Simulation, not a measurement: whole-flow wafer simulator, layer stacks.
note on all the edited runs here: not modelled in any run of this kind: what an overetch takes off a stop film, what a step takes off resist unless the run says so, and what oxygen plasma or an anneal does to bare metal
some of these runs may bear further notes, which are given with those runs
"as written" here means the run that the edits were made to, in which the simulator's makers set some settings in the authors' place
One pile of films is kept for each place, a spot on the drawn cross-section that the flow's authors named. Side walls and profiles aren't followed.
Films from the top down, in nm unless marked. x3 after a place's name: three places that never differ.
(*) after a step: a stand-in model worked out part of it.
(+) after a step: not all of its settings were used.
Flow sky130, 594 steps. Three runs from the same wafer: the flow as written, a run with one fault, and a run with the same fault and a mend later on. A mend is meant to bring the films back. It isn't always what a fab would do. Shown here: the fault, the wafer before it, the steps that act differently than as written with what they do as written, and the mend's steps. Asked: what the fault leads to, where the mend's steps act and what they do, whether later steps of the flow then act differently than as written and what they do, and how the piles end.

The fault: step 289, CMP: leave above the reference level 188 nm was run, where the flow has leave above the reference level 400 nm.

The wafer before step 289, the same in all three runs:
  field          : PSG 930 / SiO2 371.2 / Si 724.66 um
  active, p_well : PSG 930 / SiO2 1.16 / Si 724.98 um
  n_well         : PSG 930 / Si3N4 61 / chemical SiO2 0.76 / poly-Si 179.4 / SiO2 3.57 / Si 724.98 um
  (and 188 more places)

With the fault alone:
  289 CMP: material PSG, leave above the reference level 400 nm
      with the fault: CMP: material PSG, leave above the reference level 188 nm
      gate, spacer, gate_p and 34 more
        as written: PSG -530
        with the fault: PSG -742
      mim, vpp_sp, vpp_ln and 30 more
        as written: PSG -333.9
        with the fault: PSG -545.9
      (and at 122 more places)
  Later steps of the flow that act differently than as written:
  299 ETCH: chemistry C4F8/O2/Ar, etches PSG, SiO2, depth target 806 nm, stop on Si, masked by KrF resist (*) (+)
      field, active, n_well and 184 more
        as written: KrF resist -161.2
        with the fault: KrF resist -129.8
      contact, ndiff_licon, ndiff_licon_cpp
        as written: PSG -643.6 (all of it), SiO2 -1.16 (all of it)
        with the fault: PSG -431.6 (all of it), SiO2 -1.16 (all of it)
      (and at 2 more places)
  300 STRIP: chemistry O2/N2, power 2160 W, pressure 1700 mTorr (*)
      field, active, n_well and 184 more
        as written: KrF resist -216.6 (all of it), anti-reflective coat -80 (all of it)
        with the fault: KrF resist -248 (all of it), anti-reflective coat -80 (all of it)
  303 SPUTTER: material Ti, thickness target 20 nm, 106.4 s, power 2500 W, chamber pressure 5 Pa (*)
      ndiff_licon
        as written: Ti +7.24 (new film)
        with the fault: Ti +10.1 (new film)
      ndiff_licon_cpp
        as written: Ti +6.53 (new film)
        with the fault: Ti +9.1 (new film)
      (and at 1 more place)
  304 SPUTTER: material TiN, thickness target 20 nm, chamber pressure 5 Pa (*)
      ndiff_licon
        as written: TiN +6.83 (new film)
        with the fault: TiN +9.66 (new film)
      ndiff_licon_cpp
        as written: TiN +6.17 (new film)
        with the fault: TiN +8.73 (new film)
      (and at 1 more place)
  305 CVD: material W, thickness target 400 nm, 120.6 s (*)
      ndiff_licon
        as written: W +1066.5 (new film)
        with the fault: W +848.9 (new film)
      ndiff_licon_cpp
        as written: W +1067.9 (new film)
        with the fault: W +850.8 (new film)
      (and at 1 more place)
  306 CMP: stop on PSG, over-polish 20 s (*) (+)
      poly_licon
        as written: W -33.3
        with the fault: W -245.3
  At the end the piles differ from the flow's by more than 2% or 0.5 nm, whichever is larger, at field, active, n_well and 190 more.
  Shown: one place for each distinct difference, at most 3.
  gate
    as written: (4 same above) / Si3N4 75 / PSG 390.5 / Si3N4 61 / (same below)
    with the fault: (4 same above) / Si3N4 75 / PSG 178.5 / Si3N4 61 / (same below)
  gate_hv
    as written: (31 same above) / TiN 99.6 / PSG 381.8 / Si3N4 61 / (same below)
    with the fault: (31 same above) / TiN 99.6 / PSG 169.8 / Si3N4 61 / (same below)
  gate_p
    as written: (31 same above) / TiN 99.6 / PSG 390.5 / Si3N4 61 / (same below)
    with the fault: (31 same above) / TiN 99.6 / PSG 178.5 / Si3N4 61 / (same below)

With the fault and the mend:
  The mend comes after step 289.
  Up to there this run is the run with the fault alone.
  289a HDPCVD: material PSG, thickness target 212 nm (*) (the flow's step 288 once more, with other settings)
      field, active, n_well and 189 more
        PSG +212
  No later step of the flow acts differently than as written, at any place that is followed, by more than 2% or 0.5 nm, whichever is larger.
  At the end the piles differ from the flow's only slightly at the places that both follow, by at most 2% or 0.5 nm, whichever is larger.
